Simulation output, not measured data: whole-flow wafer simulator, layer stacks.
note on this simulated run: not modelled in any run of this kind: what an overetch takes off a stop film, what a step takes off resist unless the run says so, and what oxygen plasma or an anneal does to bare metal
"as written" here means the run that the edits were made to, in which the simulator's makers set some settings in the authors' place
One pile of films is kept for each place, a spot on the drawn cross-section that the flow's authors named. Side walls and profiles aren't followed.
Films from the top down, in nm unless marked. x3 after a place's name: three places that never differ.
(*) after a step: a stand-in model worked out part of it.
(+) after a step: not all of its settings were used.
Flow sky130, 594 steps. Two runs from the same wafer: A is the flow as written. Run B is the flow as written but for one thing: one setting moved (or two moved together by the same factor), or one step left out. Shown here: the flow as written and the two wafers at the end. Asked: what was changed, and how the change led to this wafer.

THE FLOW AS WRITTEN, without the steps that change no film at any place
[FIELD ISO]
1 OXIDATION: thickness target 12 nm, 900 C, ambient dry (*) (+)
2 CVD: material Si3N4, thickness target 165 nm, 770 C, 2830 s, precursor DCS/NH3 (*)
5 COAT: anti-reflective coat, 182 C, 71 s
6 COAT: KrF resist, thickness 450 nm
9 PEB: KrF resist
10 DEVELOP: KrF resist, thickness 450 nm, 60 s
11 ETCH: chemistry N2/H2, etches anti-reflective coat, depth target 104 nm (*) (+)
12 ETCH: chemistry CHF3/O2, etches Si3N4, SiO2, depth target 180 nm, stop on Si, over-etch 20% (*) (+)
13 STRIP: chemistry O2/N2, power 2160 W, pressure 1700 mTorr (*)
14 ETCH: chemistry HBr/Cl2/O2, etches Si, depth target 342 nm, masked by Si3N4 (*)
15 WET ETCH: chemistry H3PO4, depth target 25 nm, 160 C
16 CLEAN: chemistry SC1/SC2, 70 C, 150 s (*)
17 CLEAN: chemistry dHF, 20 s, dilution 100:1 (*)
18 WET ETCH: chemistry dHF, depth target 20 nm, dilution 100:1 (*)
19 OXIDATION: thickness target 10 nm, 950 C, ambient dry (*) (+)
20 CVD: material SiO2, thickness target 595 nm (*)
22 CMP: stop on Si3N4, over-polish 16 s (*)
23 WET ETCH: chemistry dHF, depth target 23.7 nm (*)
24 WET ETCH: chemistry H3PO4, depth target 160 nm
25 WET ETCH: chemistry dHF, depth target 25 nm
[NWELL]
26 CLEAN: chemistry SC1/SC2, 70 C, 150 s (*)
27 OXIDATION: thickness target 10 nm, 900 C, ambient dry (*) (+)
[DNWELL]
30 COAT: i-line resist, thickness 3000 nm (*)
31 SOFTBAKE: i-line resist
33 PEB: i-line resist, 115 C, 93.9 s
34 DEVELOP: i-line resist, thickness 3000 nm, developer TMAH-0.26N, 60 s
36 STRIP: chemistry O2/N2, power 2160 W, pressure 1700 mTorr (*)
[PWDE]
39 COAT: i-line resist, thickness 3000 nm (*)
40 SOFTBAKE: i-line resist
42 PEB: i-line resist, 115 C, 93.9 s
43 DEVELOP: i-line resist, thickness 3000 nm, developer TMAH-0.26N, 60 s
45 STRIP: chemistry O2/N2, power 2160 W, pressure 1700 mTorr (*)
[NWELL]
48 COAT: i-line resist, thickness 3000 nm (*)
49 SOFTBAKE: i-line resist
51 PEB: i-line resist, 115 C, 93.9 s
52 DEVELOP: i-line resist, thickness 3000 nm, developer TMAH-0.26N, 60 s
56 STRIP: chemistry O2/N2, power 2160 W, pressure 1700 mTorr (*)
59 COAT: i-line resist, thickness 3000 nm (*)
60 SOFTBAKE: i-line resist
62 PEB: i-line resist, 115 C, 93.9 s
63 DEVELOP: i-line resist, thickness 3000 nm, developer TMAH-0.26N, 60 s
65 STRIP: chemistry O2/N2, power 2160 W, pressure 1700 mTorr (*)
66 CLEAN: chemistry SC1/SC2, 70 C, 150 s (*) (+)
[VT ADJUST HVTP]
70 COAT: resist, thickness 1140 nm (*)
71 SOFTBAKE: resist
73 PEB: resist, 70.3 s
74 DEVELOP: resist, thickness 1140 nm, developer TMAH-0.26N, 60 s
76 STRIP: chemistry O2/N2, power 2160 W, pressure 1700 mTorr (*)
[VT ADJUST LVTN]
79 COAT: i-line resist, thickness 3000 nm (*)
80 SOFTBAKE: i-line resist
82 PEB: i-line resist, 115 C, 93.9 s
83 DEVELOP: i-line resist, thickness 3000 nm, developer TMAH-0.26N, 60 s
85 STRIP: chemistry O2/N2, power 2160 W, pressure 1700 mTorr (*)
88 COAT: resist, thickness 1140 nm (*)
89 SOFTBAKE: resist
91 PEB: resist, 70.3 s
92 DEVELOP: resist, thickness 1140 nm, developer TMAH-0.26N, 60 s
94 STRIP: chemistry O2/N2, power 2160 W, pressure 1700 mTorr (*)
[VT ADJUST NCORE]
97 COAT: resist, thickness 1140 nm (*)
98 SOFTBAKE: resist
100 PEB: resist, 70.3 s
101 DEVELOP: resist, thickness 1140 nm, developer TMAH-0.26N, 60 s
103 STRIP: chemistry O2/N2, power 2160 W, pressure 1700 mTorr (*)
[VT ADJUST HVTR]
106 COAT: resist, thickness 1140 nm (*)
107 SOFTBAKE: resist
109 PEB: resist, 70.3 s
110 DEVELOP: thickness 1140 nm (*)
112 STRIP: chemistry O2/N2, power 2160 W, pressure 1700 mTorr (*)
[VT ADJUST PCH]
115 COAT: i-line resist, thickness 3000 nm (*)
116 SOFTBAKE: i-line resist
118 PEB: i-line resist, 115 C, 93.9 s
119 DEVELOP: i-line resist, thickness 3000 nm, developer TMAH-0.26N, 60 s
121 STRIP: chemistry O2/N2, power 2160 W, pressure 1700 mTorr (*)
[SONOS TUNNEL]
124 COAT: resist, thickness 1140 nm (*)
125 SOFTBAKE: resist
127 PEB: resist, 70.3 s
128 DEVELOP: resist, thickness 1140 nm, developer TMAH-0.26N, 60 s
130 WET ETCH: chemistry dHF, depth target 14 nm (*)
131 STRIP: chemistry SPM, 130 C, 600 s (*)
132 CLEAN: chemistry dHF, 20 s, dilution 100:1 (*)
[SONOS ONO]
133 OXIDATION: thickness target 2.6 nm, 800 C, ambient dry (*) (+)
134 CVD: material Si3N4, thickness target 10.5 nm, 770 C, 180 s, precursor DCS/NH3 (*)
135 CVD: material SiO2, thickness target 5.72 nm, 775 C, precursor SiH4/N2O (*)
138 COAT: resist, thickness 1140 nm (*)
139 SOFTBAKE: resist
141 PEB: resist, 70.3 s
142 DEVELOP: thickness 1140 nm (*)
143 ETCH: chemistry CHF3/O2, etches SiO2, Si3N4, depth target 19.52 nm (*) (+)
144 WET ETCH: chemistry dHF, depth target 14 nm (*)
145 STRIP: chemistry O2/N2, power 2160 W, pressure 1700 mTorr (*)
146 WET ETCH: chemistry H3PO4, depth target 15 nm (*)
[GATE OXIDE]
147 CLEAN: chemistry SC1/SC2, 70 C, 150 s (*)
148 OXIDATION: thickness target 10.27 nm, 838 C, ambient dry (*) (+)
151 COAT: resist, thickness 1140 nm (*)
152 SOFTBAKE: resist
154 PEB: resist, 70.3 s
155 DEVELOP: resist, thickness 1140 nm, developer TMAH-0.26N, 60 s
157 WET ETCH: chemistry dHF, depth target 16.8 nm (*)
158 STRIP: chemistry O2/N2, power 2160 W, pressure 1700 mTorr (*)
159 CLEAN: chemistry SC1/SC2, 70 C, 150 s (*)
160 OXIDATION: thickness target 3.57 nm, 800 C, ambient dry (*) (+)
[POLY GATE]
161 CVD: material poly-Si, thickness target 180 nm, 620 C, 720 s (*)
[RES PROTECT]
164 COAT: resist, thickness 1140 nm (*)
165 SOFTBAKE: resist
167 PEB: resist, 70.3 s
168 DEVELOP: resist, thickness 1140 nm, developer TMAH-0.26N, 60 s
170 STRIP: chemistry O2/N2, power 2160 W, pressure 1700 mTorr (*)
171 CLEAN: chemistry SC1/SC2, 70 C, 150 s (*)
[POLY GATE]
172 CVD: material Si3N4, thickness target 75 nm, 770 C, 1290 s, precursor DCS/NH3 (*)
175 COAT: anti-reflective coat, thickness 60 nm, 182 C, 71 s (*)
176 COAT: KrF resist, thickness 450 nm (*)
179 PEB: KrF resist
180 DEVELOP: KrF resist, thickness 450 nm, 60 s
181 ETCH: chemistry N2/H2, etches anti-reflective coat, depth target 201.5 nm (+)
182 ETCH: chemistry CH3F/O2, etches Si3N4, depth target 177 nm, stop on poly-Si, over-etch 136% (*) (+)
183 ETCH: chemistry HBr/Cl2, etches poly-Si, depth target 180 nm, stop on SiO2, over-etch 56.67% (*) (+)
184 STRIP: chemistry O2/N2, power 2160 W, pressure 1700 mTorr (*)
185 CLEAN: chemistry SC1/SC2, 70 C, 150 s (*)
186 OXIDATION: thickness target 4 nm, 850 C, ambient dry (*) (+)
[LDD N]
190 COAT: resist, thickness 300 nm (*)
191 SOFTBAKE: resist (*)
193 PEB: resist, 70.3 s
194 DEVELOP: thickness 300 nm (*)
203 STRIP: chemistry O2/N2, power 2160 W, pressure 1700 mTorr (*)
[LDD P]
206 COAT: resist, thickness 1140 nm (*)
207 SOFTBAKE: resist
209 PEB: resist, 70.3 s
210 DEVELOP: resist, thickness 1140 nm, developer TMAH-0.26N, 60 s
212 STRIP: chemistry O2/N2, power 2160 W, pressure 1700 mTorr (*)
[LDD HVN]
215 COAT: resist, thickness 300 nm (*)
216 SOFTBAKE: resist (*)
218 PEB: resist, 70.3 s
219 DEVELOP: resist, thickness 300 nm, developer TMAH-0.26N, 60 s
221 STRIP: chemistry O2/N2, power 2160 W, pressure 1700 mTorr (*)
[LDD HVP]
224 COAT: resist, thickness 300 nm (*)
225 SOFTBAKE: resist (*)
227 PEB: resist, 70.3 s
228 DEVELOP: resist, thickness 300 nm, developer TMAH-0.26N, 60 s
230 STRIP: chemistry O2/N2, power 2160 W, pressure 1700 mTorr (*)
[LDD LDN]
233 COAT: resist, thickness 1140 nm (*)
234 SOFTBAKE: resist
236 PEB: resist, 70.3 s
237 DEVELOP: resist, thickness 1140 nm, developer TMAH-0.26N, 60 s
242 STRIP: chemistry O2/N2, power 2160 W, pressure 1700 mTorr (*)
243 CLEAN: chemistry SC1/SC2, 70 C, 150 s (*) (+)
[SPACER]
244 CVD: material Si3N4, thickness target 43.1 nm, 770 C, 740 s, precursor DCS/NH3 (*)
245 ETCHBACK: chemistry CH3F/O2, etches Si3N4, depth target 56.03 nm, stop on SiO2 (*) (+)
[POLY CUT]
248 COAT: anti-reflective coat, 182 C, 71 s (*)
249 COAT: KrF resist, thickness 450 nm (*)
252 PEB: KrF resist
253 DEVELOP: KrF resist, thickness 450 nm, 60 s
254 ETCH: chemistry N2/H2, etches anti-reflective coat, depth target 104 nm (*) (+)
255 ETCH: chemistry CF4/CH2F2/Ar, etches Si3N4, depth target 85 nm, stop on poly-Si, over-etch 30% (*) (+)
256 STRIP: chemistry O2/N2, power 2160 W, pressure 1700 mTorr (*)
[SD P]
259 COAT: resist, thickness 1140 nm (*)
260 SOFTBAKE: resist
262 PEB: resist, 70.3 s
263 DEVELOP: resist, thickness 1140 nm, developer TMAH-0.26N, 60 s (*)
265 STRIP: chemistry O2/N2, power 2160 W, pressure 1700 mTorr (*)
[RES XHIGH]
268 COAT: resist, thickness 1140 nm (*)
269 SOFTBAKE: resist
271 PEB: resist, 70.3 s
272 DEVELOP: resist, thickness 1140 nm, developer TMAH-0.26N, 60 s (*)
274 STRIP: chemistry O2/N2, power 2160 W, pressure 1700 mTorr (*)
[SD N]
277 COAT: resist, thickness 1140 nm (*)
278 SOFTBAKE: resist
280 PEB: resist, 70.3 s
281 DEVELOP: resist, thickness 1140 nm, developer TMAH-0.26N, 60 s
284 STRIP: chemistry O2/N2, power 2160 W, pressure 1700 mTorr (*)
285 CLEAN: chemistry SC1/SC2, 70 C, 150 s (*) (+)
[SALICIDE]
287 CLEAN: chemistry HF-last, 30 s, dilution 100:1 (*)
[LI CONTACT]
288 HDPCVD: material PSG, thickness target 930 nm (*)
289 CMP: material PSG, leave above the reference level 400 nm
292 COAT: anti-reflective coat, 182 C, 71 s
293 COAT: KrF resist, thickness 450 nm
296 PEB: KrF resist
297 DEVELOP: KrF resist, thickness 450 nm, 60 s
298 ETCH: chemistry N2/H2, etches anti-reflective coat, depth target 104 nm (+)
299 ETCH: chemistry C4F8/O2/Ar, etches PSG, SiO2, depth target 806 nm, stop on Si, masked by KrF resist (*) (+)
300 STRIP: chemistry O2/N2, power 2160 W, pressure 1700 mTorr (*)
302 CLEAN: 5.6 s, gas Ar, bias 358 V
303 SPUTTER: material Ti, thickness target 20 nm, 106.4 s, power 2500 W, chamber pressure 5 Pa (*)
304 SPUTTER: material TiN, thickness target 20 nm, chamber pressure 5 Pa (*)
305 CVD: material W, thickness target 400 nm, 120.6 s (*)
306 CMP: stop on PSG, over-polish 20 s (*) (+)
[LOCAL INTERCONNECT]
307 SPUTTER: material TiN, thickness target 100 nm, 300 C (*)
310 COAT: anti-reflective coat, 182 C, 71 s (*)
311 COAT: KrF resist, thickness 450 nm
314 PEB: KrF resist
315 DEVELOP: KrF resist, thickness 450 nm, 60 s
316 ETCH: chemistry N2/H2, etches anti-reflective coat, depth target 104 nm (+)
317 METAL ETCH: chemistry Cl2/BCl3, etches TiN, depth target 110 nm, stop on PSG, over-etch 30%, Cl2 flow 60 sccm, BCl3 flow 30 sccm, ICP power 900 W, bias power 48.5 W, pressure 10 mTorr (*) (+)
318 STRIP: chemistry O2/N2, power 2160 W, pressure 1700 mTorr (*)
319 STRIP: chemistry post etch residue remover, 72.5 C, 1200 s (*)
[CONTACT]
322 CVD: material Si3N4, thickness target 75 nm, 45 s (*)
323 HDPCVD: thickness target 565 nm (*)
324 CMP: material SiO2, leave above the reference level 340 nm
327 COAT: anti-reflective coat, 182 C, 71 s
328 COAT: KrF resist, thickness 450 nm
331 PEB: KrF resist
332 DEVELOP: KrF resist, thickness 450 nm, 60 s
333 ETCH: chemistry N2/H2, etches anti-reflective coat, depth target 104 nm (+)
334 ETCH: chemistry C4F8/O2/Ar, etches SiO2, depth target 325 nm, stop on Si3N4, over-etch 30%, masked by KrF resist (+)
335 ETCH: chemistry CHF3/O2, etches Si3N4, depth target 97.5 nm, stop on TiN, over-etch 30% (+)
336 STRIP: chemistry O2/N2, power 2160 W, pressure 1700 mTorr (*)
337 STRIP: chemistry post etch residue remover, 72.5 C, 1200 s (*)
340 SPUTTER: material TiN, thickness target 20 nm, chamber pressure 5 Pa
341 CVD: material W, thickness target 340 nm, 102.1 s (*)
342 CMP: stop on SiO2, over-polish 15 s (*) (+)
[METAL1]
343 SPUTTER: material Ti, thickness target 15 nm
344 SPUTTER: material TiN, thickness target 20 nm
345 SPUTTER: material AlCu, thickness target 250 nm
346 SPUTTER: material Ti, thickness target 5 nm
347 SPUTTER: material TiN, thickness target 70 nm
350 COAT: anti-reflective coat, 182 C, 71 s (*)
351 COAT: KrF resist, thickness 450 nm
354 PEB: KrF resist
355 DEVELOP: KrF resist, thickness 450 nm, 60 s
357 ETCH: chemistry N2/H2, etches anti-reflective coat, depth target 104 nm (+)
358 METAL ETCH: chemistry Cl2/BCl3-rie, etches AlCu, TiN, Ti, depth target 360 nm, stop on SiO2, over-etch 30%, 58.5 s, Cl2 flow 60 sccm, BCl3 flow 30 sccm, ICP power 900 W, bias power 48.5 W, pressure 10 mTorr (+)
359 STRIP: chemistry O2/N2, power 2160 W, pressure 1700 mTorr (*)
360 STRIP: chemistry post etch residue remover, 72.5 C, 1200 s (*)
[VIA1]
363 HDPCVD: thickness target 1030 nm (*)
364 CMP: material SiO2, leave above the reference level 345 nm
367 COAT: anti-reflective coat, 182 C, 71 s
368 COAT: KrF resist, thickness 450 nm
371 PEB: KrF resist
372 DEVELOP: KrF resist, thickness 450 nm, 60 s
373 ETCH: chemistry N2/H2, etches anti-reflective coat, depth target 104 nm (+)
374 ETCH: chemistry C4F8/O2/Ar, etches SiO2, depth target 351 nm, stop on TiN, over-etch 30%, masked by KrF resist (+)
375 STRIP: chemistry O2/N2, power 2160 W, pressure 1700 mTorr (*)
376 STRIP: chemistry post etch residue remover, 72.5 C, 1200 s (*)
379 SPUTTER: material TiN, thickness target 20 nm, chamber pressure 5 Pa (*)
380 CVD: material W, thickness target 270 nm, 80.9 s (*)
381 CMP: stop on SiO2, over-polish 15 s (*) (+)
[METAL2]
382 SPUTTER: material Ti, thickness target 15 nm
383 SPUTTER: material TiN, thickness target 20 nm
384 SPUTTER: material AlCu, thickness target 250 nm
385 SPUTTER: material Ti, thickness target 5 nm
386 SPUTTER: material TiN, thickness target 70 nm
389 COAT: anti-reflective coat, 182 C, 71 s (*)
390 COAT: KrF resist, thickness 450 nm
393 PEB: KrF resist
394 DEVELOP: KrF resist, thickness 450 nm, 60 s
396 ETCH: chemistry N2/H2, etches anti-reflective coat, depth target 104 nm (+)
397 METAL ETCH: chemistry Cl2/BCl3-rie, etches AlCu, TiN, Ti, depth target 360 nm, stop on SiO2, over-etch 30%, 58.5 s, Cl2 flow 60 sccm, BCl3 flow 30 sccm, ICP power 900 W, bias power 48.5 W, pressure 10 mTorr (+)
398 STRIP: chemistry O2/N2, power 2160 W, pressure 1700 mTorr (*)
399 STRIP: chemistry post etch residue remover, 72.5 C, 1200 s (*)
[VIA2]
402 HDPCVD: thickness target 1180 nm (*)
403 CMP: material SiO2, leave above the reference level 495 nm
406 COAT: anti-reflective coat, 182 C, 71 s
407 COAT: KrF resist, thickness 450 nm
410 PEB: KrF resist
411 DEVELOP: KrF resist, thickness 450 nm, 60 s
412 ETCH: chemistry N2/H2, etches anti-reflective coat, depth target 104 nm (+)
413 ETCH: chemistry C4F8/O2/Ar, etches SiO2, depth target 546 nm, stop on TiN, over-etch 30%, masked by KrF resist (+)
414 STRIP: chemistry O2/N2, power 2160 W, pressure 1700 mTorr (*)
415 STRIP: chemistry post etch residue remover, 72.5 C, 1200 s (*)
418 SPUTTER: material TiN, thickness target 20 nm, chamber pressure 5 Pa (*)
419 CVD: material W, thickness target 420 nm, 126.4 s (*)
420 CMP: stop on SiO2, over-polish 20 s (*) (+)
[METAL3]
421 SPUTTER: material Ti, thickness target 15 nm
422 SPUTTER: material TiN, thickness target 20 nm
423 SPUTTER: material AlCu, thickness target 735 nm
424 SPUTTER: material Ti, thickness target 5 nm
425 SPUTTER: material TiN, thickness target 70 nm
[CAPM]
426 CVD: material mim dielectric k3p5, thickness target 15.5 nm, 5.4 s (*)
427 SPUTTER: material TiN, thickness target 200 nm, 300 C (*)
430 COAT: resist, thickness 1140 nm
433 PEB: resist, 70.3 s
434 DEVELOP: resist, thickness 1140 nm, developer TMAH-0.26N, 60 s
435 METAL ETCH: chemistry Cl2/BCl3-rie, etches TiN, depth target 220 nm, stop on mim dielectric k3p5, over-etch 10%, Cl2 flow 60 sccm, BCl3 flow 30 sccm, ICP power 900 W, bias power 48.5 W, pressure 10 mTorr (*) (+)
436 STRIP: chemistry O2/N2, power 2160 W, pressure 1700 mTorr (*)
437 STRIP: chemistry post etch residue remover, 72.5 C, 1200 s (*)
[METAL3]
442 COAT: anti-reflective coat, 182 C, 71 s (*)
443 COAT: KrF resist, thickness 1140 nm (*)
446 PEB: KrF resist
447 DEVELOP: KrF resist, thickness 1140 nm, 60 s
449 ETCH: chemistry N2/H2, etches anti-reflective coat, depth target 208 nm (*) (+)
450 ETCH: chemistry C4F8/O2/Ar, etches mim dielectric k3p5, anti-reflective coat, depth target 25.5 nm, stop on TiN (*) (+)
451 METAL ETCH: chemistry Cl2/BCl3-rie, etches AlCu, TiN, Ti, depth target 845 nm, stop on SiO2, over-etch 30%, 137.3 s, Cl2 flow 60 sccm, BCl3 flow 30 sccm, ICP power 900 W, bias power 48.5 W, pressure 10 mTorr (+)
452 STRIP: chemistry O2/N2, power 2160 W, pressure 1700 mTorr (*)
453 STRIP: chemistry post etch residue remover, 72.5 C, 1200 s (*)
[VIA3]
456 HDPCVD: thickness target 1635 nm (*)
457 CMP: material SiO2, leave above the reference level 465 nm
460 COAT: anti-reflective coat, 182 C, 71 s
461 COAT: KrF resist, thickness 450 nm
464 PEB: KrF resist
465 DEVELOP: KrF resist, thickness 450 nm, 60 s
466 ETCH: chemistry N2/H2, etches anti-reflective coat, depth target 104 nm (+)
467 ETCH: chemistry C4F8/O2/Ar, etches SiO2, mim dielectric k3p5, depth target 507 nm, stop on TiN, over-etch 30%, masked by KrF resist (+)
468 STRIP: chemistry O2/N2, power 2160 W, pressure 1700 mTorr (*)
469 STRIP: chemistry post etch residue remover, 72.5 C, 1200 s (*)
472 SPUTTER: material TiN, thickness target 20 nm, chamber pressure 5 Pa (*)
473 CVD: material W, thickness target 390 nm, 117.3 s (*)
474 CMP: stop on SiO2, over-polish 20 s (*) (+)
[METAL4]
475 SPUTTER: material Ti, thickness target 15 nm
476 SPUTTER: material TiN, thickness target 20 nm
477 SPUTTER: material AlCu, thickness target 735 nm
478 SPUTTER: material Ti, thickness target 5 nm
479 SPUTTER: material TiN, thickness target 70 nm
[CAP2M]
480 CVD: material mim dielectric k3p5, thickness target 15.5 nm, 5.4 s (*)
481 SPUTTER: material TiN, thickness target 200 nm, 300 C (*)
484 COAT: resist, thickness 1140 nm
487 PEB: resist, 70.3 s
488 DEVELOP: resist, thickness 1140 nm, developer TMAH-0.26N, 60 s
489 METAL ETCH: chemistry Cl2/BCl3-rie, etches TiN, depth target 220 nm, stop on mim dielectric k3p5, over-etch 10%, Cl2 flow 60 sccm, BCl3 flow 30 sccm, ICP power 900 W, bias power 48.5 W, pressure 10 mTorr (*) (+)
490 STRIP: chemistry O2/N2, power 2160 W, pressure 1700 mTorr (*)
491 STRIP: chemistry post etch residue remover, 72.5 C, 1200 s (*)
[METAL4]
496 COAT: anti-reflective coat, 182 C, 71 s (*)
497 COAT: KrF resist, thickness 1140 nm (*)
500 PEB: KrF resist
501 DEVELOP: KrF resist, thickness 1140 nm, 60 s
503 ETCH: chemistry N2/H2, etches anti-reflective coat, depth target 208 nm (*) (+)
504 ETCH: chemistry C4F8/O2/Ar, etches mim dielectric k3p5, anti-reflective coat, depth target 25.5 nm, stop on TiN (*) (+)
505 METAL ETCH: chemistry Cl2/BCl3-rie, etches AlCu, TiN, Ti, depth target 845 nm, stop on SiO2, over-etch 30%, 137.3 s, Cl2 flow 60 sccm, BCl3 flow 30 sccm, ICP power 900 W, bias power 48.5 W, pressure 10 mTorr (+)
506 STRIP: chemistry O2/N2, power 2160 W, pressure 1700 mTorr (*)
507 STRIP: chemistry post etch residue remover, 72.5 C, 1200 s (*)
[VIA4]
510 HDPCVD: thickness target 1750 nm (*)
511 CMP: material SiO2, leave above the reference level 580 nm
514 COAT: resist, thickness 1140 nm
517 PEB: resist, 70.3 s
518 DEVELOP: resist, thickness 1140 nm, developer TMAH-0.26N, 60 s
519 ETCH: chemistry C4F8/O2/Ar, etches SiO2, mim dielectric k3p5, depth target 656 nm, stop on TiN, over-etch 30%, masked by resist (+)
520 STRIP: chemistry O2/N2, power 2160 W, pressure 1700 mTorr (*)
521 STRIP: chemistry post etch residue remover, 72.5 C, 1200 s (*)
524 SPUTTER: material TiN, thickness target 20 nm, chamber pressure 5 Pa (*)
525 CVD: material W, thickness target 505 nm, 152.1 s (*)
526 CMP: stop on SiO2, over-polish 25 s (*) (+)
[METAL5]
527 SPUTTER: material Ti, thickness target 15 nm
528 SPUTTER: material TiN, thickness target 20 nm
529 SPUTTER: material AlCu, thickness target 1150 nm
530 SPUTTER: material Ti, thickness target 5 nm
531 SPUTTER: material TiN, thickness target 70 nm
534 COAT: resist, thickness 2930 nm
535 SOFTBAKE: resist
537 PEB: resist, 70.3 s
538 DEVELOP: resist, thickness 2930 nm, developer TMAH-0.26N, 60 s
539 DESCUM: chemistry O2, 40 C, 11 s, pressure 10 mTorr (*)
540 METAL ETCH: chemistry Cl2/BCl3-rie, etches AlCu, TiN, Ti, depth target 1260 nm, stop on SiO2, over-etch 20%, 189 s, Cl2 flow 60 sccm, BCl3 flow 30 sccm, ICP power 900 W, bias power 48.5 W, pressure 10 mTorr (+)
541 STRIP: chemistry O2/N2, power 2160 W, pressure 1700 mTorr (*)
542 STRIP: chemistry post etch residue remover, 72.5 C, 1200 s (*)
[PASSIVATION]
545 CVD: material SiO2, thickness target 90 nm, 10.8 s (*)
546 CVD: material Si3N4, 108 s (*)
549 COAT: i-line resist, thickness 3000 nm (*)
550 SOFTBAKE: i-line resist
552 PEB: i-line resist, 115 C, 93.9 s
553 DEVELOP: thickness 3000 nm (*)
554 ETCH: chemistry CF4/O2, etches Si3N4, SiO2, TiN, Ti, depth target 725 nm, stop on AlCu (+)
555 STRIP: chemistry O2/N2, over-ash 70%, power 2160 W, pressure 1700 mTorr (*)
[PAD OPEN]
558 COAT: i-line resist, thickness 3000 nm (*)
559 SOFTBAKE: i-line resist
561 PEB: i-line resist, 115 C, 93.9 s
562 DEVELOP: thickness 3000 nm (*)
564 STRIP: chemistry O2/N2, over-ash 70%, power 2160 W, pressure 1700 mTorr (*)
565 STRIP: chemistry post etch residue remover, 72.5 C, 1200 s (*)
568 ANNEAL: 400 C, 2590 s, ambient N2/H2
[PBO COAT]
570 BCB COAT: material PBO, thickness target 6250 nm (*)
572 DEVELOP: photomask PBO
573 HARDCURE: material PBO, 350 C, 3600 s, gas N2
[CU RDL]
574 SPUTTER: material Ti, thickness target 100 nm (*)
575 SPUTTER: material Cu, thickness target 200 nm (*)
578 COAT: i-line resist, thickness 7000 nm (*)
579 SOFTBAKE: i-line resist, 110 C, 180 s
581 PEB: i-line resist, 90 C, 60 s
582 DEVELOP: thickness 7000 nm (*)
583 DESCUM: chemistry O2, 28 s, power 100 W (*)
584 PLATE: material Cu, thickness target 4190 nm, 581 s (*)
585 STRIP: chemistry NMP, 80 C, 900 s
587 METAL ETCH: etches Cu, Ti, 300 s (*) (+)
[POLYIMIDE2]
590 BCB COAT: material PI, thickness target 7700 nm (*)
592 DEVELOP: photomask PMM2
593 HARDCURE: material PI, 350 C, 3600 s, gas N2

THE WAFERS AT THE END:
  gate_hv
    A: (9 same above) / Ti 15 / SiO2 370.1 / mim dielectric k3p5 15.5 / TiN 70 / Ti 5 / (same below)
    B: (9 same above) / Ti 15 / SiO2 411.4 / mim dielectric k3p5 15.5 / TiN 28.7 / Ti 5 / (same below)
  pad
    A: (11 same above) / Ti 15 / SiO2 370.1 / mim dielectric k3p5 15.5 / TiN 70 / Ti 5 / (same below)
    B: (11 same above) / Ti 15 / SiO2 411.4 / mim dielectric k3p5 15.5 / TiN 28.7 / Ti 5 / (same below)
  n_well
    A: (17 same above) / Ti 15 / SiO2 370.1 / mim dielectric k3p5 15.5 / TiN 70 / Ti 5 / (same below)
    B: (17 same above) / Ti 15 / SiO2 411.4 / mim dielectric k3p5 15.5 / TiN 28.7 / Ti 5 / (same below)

The cause: step 425, SPUTTER: thickness target 28.7 nm was run, where the flow has thickness target 70 nm.
It can be read off the wafer: gate_hv has TiN 28.7, and step 425 as written asks for 70 nm.

How the change led to this, step by step:
  425 SPUTTER: material TiN, thickness target 70 nm
      field, active, n_well and 188 more: A TiN +70 (new film) | B TiN +28.7 (new film)
  451 METAL ETCH: chemistry Cl2/BCl3-rie, etches AlCu, TiN, Ti, depth target 845 nm, stop on SiO2, over-etch 30%, 137.3 s, Cl2 flow 60 sccm, BCl3 flow 30 sccm, ICP power 900 W, bias power 48.5 W, pressure 10 mTorr (+)
      field, gate, spacer and 68 more: A TiN -70 (all of it), Ti -5 (all of it), AlCu -735 (all of it), TiN -20 (all of it), Ti -15 (all of it), SiO2 -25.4 | B TiN -28.7 (all of it), Ti -5 (all of it), AlCu -735 (all of it), TiN -20 (all of it), Ti -15 (all of it), SiO2 -29.5
      active, vpp_ln, vpp_iso2 and 11 more: A TiN -70 (all of it), Ti -5 (all of it), AlCu -735 (all of it), TiN -20 (all of it), Ti -15 (all of it), SiO2 -25.3 | B TiN -28.7 (all of it), Ti -5 (all of it), AlCu -735 (all of it), TiN -20 (all of it), Ti -15 (all of it), SiO2 -29.5
  457 CMP: material SiO2, leave above the reference level 465 nm
      n_well, p_well, gate_hv and 99 more: A SiO2 -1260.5 | B SiO2 -1219.2
      mim, mim_edge_plate_strap, mim_edge_plate: A SiO2 -1459.7 | B SiO2 -1418.4
      (and at 2 more places)
  467 ETCH: chemistry C4F8/O2/Ar, etches SiO2, mim dielectric k3p5, depth target 507 nm, stop on TiN, over-etch 30%, masked by KrF resist (+)
      m1: A SiO2 -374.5 (all of it), mim dielectric k3p5 -15.5 (all of it) | B SiO2 -415.8 (all of it), mim dielectric k3p5 -15.5 (all of it)
      via3_hole: A SiO2 -373.9 (all of it), mim dielectric k3p5 -15.5 (all of it) | B SiO2 -415.2 (all of it), mim dielectric k3p5 -15.5 (all of it)
  472 SPUTTER: material TiN, thickness target 20 nm, chamber pressure 5 Pa (*)
      m1, via3_hole: A TiN +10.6 | B TiN +10
  473 CVD: material W, thickness target 390 nm, 117.3 s (*)
      m1: A W +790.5 (new film) | B W +832.3 (new film)
      via3_hole: A W +789.9 (new film) | B W +831.7 (new film)
